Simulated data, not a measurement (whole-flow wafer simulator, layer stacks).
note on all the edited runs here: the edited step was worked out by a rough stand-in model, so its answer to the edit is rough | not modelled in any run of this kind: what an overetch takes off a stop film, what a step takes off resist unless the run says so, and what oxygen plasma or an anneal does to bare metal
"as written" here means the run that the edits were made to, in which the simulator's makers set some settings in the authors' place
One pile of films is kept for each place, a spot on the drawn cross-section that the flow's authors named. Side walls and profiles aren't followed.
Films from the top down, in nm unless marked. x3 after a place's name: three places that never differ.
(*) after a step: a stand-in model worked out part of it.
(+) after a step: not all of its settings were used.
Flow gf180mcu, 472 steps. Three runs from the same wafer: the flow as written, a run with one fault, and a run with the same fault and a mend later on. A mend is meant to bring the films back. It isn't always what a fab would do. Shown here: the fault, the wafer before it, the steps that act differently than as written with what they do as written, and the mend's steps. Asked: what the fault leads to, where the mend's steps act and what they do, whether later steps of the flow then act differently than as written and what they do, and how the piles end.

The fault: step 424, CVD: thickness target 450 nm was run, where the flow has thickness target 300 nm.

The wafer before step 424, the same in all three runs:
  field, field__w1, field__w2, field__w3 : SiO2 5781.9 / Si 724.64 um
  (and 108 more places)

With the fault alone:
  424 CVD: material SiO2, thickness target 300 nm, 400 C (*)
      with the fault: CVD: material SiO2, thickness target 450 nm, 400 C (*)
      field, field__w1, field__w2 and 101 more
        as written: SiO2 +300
        with the fault: SiO2 +450
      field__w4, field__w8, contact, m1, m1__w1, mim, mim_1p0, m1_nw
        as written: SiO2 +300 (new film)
        with the fault: SiO2 +450 (new film)
  Later steps of the flow that act differently than as written (1 more step differs only slightly, by at most 2% or 0.5 nm, whichever is larger, and isn't shown):
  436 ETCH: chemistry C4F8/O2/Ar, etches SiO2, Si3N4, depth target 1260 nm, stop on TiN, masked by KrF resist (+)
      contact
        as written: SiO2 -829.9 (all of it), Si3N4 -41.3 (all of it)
        with the fault: SiO2 -979.9 (all of it), Si3N4 -41.3 (all of it)
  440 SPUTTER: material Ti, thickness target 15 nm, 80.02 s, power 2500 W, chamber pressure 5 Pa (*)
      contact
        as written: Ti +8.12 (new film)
        with the fault: Ti +7.46 (new film)
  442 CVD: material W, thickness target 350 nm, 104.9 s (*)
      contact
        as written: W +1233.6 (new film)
        with the fault: W +1384.7 (new film)
  At the end the piles differ from the flow's by more than 2% or 0.5 nm, whichever is larger, at field__w4, field__w8, contact and 10 more.
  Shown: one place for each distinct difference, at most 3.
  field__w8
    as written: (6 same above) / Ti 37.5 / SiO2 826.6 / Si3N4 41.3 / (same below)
    with the fault: (6 same above) / Ti 37.5 / SiO2 976.6 / Si3N4 41.3 / (same below)
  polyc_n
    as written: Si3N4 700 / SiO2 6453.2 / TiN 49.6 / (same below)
    with the fault: Si3N4 700 / SiO2 6603.2 / TiN 49.6 / (same below)
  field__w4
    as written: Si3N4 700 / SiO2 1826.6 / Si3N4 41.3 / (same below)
    with the fault: Si3N4 700 / SiO2 1976.6 / Si3N4 41.3 / (same below)

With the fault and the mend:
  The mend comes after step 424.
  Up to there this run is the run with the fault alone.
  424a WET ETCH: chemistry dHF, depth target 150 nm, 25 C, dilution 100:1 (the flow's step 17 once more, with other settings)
      field, field__w1, field__w2 and 109 more
        SiO2 -150
  No later step of the flow acts differently than as written at any place that is followed.
  At the end the piles are the same as the flow's at every place that both follow.
